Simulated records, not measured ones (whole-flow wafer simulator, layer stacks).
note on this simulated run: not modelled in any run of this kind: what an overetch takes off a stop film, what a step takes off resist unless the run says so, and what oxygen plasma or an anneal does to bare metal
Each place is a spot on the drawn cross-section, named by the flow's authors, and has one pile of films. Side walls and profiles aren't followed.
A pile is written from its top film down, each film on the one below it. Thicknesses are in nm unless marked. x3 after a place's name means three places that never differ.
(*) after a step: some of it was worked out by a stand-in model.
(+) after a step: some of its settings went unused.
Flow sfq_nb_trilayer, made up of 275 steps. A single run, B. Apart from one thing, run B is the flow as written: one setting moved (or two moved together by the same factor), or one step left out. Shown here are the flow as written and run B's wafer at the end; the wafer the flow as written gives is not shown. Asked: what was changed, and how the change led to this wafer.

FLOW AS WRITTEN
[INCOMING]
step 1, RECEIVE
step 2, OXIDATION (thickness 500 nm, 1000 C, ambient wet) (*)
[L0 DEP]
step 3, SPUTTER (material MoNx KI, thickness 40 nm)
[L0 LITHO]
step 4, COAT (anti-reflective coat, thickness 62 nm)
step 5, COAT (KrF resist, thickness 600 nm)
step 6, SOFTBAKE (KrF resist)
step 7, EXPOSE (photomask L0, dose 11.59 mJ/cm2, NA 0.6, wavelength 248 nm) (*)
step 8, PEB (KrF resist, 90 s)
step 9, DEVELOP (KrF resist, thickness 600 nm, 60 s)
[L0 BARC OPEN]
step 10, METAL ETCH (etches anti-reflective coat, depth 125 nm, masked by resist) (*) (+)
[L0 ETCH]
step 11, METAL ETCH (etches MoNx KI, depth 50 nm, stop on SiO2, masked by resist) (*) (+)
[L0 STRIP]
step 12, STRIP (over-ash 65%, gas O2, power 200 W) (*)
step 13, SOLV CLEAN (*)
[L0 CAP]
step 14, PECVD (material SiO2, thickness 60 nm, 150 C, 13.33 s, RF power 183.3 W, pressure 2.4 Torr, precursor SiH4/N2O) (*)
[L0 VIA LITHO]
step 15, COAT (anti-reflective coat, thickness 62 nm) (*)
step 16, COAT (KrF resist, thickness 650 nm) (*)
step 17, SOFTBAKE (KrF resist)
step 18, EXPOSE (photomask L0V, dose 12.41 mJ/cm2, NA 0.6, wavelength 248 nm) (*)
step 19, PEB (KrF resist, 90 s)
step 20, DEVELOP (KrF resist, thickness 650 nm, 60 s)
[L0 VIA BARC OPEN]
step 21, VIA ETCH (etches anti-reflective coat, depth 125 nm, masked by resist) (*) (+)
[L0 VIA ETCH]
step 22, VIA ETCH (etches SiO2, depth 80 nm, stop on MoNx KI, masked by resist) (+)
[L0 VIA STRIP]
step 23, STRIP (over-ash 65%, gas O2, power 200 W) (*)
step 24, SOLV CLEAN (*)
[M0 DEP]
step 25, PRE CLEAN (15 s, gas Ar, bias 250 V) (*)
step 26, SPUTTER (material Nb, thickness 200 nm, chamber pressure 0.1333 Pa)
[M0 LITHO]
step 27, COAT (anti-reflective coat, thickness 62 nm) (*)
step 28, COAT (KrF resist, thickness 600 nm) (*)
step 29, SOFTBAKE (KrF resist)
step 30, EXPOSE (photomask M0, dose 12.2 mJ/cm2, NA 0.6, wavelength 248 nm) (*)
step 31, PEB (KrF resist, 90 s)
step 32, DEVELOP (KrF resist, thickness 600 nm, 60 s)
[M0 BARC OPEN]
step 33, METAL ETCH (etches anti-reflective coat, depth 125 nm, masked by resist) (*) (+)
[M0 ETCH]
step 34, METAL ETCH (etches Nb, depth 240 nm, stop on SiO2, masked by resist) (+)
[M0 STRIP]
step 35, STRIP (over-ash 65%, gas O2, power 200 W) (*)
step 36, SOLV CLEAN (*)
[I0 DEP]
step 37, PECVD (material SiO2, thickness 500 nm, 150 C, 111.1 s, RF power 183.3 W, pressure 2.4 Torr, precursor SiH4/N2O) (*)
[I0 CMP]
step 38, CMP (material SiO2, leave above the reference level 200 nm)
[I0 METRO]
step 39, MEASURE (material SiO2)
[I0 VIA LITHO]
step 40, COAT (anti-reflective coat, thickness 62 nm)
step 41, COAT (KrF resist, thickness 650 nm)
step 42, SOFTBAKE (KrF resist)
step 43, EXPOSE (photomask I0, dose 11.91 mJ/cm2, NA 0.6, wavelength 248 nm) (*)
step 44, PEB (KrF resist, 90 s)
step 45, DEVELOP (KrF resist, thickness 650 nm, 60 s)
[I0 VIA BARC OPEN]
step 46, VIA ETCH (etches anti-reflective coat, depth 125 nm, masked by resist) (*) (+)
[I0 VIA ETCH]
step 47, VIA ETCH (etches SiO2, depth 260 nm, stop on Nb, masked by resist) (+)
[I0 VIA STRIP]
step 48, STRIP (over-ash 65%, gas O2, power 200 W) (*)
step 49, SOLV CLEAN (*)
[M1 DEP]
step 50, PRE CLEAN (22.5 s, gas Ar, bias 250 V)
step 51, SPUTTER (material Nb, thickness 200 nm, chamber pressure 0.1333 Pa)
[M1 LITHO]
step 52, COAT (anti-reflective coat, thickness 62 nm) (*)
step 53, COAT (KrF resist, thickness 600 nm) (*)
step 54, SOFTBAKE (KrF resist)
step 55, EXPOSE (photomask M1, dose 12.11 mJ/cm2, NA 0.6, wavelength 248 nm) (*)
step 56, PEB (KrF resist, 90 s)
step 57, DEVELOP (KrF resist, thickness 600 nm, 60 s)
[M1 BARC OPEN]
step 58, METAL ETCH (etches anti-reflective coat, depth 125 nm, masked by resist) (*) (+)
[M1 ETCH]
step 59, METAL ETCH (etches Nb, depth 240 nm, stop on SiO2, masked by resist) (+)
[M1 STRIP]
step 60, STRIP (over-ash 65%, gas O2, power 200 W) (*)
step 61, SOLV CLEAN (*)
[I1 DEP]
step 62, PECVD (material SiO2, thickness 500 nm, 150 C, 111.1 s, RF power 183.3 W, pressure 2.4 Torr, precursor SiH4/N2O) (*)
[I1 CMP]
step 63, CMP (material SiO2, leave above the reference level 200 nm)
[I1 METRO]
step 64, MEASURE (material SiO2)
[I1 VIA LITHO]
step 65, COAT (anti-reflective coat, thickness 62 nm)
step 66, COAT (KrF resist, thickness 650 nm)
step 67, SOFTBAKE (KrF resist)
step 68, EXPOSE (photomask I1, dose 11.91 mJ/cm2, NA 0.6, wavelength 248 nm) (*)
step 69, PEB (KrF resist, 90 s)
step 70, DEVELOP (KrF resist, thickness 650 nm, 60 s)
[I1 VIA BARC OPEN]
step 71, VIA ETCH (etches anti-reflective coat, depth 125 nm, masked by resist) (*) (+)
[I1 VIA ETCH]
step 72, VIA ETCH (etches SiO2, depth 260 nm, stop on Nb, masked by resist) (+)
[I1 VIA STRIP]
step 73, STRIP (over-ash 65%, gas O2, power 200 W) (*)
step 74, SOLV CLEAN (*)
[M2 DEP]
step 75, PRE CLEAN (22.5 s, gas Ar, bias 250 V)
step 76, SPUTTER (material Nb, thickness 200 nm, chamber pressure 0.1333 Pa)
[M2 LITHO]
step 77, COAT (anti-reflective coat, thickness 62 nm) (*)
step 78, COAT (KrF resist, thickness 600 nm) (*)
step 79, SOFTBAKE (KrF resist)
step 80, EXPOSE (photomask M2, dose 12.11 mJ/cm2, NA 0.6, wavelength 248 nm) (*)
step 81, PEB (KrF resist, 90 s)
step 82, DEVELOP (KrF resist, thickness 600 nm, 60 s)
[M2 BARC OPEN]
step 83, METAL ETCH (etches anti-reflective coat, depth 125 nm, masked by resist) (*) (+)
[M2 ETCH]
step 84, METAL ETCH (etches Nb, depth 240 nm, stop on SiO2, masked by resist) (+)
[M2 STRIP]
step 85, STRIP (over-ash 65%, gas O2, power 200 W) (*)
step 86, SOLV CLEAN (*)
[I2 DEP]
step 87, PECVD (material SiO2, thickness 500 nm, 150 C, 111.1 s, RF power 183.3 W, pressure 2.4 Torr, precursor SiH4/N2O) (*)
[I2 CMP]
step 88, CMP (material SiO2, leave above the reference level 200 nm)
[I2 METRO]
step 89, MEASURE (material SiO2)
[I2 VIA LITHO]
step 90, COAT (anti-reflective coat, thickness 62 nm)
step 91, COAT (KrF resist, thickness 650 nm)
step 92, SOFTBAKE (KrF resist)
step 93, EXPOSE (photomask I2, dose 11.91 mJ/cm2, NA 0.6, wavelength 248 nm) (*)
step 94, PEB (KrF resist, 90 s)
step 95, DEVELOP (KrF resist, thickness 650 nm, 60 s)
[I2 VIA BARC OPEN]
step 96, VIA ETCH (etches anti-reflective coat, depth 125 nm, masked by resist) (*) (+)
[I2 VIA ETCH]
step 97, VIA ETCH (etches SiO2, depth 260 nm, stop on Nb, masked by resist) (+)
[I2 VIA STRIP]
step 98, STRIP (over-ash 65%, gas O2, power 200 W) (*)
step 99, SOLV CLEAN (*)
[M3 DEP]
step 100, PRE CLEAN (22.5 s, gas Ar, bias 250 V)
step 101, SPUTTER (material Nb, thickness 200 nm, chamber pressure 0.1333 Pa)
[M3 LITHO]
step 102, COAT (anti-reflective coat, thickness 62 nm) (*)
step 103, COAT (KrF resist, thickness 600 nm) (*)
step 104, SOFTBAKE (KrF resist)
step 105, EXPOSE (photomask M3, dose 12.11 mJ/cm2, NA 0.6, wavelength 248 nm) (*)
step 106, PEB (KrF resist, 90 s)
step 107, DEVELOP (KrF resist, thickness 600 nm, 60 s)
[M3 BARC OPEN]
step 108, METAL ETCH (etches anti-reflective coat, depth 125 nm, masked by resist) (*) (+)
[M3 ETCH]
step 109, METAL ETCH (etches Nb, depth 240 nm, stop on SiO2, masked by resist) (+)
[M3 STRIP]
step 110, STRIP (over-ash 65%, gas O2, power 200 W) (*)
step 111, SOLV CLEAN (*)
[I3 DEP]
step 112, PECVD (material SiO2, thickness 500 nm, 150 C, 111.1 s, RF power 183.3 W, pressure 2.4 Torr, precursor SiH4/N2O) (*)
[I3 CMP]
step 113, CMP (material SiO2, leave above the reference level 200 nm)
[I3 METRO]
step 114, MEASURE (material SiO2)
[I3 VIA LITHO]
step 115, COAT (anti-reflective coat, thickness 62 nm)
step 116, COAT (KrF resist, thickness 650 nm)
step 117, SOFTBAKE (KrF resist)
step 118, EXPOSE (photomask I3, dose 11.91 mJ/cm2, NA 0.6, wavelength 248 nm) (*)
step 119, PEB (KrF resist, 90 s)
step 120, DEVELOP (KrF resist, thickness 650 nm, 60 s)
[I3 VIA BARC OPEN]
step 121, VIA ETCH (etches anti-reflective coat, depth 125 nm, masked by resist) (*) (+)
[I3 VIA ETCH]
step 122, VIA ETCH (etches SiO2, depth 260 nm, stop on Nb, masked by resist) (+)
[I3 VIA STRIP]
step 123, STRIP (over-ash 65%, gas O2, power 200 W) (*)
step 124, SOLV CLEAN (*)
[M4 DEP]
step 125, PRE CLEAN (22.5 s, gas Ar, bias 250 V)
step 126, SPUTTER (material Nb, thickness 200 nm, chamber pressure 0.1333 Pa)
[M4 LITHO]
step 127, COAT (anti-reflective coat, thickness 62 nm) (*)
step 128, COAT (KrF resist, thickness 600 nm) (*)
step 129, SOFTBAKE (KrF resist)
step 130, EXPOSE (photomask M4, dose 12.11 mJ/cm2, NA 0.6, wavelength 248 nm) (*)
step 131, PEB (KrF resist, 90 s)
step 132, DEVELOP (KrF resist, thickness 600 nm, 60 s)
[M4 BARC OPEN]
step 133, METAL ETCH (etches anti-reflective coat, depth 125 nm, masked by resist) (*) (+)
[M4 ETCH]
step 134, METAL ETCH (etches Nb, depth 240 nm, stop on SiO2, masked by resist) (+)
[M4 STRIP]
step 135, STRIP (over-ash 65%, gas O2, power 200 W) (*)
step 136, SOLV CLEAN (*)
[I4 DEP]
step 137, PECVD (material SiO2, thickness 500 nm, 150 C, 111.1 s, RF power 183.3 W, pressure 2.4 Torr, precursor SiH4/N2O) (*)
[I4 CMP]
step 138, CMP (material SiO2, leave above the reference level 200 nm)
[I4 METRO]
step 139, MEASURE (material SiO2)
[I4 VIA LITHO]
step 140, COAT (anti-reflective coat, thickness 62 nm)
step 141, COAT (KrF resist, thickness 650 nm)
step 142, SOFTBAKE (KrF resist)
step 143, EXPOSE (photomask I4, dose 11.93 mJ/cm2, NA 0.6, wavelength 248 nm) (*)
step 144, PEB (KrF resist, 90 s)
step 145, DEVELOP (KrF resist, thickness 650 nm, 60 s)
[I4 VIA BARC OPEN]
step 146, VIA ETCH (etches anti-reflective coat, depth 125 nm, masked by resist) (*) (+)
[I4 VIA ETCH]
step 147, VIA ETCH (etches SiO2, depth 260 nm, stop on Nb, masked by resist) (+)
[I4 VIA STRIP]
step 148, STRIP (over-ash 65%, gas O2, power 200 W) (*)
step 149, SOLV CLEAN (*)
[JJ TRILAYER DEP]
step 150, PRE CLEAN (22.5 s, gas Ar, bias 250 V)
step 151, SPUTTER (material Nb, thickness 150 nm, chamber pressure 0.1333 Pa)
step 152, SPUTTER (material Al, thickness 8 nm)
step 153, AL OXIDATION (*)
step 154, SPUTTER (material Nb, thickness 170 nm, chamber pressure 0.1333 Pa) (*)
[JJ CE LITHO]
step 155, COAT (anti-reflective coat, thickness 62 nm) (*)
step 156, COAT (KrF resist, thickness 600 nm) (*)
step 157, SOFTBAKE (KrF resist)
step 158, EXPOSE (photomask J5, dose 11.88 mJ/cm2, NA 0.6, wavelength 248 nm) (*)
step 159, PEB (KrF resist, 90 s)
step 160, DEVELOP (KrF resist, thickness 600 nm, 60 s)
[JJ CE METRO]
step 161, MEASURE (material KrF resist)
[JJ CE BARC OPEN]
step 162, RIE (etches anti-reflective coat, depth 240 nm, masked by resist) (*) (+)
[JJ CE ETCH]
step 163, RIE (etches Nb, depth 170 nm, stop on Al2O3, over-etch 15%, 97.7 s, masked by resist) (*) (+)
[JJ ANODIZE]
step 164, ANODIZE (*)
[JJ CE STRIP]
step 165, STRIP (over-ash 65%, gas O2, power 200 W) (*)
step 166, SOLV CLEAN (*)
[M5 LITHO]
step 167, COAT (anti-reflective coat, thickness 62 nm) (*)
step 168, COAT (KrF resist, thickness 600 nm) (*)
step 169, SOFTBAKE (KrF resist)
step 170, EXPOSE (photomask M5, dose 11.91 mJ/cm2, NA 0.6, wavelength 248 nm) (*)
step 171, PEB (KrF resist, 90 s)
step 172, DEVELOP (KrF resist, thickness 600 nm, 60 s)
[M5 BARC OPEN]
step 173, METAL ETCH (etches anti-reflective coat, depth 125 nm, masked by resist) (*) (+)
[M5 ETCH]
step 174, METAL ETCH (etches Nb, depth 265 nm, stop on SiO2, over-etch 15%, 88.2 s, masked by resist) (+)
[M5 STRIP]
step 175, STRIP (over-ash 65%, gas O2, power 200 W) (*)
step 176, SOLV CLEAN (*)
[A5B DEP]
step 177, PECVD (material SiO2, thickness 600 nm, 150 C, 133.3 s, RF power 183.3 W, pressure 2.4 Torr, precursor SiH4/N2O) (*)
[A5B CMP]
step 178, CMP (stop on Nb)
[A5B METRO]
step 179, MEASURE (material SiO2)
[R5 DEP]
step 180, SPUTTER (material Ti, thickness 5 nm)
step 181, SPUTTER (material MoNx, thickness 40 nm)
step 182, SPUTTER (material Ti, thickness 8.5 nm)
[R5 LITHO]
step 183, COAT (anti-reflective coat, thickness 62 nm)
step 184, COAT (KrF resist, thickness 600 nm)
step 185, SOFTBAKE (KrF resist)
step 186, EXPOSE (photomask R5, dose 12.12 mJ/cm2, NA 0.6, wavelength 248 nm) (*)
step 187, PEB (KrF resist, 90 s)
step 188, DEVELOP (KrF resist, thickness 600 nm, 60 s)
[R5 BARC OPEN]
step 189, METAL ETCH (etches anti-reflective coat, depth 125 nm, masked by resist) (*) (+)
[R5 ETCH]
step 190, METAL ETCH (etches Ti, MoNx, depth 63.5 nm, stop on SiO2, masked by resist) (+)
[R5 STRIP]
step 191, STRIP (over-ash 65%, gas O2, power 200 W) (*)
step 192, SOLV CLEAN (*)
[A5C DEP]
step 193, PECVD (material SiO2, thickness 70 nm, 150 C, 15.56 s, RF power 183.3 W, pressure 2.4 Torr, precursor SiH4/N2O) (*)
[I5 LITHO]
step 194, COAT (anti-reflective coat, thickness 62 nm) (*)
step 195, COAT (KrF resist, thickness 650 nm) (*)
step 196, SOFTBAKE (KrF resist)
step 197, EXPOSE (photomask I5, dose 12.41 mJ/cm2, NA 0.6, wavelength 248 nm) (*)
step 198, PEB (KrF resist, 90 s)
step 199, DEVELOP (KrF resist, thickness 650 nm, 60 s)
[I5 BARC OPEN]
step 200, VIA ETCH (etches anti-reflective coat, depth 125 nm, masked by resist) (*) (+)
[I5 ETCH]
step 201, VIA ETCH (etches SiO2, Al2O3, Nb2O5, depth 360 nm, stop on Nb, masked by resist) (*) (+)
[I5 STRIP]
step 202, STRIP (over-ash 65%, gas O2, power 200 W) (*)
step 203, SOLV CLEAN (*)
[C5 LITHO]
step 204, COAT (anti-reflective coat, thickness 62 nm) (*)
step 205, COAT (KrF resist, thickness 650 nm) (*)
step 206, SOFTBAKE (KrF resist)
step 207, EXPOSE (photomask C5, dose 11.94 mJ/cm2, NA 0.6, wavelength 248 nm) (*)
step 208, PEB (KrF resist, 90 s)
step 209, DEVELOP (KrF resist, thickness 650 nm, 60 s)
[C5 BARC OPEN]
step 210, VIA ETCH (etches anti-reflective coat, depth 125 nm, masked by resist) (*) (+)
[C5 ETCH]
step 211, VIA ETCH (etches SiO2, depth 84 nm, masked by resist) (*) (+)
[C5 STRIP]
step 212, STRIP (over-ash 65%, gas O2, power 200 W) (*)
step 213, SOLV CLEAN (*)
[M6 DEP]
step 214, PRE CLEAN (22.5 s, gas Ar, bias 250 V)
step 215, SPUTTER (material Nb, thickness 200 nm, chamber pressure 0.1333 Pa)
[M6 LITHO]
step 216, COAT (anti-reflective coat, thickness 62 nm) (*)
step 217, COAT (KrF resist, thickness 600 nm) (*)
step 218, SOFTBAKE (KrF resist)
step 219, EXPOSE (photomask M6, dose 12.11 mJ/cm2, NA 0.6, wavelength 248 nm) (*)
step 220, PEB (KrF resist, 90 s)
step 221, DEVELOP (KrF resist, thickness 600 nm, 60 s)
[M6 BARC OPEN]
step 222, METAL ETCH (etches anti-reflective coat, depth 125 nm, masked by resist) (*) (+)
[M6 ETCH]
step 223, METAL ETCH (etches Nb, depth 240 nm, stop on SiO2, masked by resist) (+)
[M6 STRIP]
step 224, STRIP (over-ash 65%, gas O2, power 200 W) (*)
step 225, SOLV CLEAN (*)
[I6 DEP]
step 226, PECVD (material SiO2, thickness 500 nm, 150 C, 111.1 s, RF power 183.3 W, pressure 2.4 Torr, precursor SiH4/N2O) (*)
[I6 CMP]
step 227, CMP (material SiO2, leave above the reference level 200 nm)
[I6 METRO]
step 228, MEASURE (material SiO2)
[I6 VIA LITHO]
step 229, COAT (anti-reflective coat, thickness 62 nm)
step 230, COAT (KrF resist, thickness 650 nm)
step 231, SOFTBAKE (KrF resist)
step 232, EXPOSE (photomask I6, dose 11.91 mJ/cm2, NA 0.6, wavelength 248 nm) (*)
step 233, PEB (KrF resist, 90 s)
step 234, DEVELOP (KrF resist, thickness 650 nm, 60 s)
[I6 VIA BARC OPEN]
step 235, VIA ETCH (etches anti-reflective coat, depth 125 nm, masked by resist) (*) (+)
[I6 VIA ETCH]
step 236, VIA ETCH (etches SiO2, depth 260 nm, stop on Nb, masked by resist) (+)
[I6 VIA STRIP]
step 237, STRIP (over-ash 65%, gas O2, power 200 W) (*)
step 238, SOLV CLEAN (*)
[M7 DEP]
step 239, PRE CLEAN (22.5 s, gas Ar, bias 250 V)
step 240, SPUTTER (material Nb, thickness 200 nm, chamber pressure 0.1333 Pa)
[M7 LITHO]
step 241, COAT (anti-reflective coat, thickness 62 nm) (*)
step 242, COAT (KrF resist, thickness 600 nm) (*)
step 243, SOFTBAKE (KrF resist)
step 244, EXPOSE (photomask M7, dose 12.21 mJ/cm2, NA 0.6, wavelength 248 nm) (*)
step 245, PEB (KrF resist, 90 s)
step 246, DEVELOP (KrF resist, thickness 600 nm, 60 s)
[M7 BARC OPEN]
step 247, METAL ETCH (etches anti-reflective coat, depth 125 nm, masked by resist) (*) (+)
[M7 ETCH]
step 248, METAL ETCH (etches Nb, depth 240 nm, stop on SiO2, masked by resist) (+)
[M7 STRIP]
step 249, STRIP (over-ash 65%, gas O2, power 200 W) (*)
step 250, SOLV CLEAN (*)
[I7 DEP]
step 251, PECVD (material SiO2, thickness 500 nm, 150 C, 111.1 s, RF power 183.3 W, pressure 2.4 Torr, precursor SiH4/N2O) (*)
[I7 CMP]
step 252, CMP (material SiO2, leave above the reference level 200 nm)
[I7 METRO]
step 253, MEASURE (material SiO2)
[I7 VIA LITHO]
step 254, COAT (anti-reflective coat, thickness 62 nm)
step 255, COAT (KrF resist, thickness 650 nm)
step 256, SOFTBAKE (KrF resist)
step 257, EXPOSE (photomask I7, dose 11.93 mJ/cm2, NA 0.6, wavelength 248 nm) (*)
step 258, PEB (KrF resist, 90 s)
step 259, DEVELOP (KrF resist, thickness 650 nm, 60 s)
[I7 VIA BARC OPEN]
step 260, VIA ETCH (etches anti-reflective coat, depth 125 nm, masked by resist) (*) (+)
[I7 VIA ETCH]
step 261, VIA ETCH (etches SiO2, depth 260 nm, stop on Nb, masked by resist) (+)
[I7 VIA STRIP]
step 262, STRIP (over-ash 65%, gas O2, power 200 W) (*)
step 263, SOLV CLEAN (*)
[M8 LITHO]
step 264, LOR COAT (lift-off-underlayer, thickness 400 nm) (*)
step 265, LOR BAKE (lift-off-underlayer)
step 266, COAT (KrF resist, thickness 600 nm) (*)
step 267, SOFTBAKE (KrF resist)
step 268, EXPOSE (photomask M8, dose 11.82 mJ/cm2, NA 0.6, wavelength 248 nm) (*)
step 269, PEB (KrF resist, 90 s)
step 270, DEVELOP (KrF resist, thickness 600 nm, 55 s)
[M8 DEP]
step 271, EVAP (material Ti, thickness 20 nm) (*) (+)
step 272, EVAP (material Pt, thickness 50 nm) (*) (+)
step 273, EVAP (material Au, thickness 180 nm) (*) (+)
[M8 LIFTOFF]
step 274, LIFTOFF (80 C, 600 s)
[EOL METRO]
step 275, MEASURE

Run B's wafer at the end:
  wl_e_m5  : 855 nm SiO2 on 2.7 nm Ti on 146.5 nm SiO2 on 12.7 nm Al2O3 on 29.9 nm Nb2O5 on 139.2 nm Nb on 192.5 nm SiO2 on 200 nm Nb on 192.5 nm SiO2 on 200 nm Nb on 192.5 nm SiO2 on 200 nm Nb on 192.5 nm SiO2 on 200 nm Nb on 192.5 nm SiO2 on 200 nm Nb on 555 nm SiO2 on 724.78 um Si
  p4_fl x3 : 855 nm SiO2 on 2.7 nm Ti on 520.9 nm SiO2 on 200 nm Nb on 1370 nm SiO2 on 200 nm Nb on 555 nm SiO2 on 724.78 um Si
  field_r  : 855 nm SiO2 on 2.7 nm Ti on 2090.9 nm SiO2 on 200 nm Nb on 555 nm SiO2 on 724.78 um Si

What caused this: step 190, METAL ETCH: depth 50.8 nm was run, though the flow has depth 63.5 nm.

How this came from the change, step by step:
  step 190, METAL ETCH (etches Ti, MoNx, depth 63.5 nm, stop on SiO2, masked by resist) (+)
      field_l, v_sur, via_wl and 92 more: -8.5 Ti (all of it), -40 MoNx (all of it), -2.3 Ti (it would be, as written: -8.5 Ti (all of it), -40 MoNx (all of it), -5 Ti (all of it))
      ce_l, c5j, ce_r, wl_jj: -8.5 Ti (all of it), -40 MoNx (all of it), -2.3 Ti (it would be, as written: -8.5 Ti (all of it), -40 MoNx (all of it), -5 Ti (all of it), -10 Nb)
      (and at 7 other places as well)
  step 193, PECVD (material SiO2, thickness 70 nm, 150 C, 15.56 s, RF power 183.3 W, pressure 2.4 Torr, precursor SiH4/N2O) (*)
      field_l, v_sur, via_wl and 92 more: +70 SiO2 (new film) (it would be, as written: +70 SiO2)
  step 194, COAT (anti-reflective coat, thickness 62 nm) (*)
      wl_j_sl, wl_j_sr: +62 anti-reflective coat (new film) (it would be, as written: +60.2 anti-reflective coat (new film))
      jj_sur: +62.7 anti-reflective coat (new film) (it would be, as written: +60.8 anti-reflective coat (new film))
      (and at 5 other places as well)
  step 201, VIA ETCH (etches SiO2, Al2O3, Nb2O5, depth 360 nm, stop on Nb, masked by resist) (*) (+)
      be: -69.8 SiO2 (all of it), -2.7 Ti (all of it), -146.5 SiO2 (all of it), -12.7 Al2O3 (all of it), -29.9 Nb2O5 (all of it) (it would be, as written: -216.4 SiO2 (all of it), -12.7 Al2O3 (all of it), -29.9 Nb2O5 (all of it))
  step 202, STRIP (over-ash 65%, gas O2, power 200 W) (*)
      wl_j_sl, wl_j_sr: -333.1 KrF resist (all of it), -62 anti-reflective coat (all of it) (it would be, as written: -333.3 KrF resist (all of it), -60.2 anti-reflective coat (all of it))
      jj_sur: -336.7 KrF resist (all of it), -62.7 anti-reflective coat (all of it) (it would be, as written: -337.2 KrF resist (all of it), -60.8 anti-reflective coat (all of it))
      (and at 5 other places as well)
  step 204, COAT (anti-reflective coat, thickness 62 nm) (*)
      wl_j_sl, wl_j_sr: +62 anti-reflective coat (new film) (it would be, as written: +60.2 anti-reflective coat (new film))
      jj_sur: +61.3 anti-reflective coat (new film) (it would be, as written: +59.5 anti-reflective coat (new film))
      (and at 5 other places as well)
  step 210, VIA ETCH (etches anti-reflective coat, depth 125 nm, masked by resist) (*) (+)
      c5j: -61.3 anti-reflective coat (all of it), -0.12 SiO2 (it would be, as written: -63.9 anti-reflective coat (all of it), -0.11 SiO2)
  step 211, VIA ETCH (etches SiO2, depth 84 nm, masked by resist) (*) (+)
      c5j: -69.9 SiO2 (all of it) (it would be, as written: -69.9 SiO2 (all of it), -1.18 Nb)
  step 212, STRIP (over-ash 65%, gas O2, power 200 W) (*)
      wl_j_sl, wl_j_sr: -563 KrF resist (all of it), -62 anti-reflective coat (all of it) (it would be, as written: -563.4 KrF resist (all of it), -60.2 anti-reflective coat (all of it))
      jj_sur: -561.3 KrF resist (all of it), -61.3 anti-reflective coat (all of it) (it would be, as written: -562 KrF resist (all of it), -59.5 anti-reflective coat (all of it))
      (and at 4 other places as well)
  step 214, PRE CLEAN (22.5 s, gas Ar, bias 250 V)
      c5j: -2.7 Ti (all of it), -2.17 Nb (it would be, as written: -6.45 Nb)
  step 216, COAT (anti-reflective coat, thickness 62 nm) (*)
      wl_j_sl, wl_j_sr: +62 anti-reflective coat (new film) (it would be, as written: +60.2 anti-reflective coat (new film))
      jj_sur: +58.5 anti-reflective coat (new film) (it would be, as written: +56.1 anti-reflective coat (new film))
      (and at 5 other places as well)
  step 224, STRIP (over-ash 65%, gas O2, power 200 W) (*)
      wl_j_sl, wl_j_sr: -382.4 KrF resist (all of it), -62 anti-reflective coat (all of it) (it would be, as written: -382.5 KrF resist (all of it), -60.2 anti-reflective coat (all of it))
      jj_sur: -377.9 KrF resist (all of it), -58.5 anti-reflective coat (all of it) (it would be, as written: -378.5 KrF resist (all of it), -56.1 anti-reflective coat (all of it))
      (and at 5 other places as well)
  step 227, CMP (material SiO2, leave above the reference level 200 nm)
      ce_l, ce_r, wl_jj: -300 SiO2 (it would be, as written: -290 SiO2)
      c5j: -233 SiO2 (it would be, as written: -223 SiO2)
Taking metal films that touch as one body, wl_e_m5 has 7 bodies (between them, from the top down: SiO2 146.5 / Al2O3 12.7 / Nb2O5 29.9; SiO2 192.5; SiO2 192.5; SiO2 192.5; SiO2 192.5; SiO2 192.5); the flow as written gives 6 bodies (between them, from the top down: SiO2 192.5; SiO2 192.5; SiO2 192.5; SiO2 192.5; SiO2 192.5).
Taking metal films that touch as one body, p4_fl x3 has 3 bodies (between them, from the top down: SiO2 520.9; SiO2 1370); the flow as written gives 2 bodies (between them, from the top down: SiO2 1370).
Taking metal films that touch as one body, field_r has 2 bodies (between them, from the top down: SiO2 2090.9); the flow as written gives 1 body.
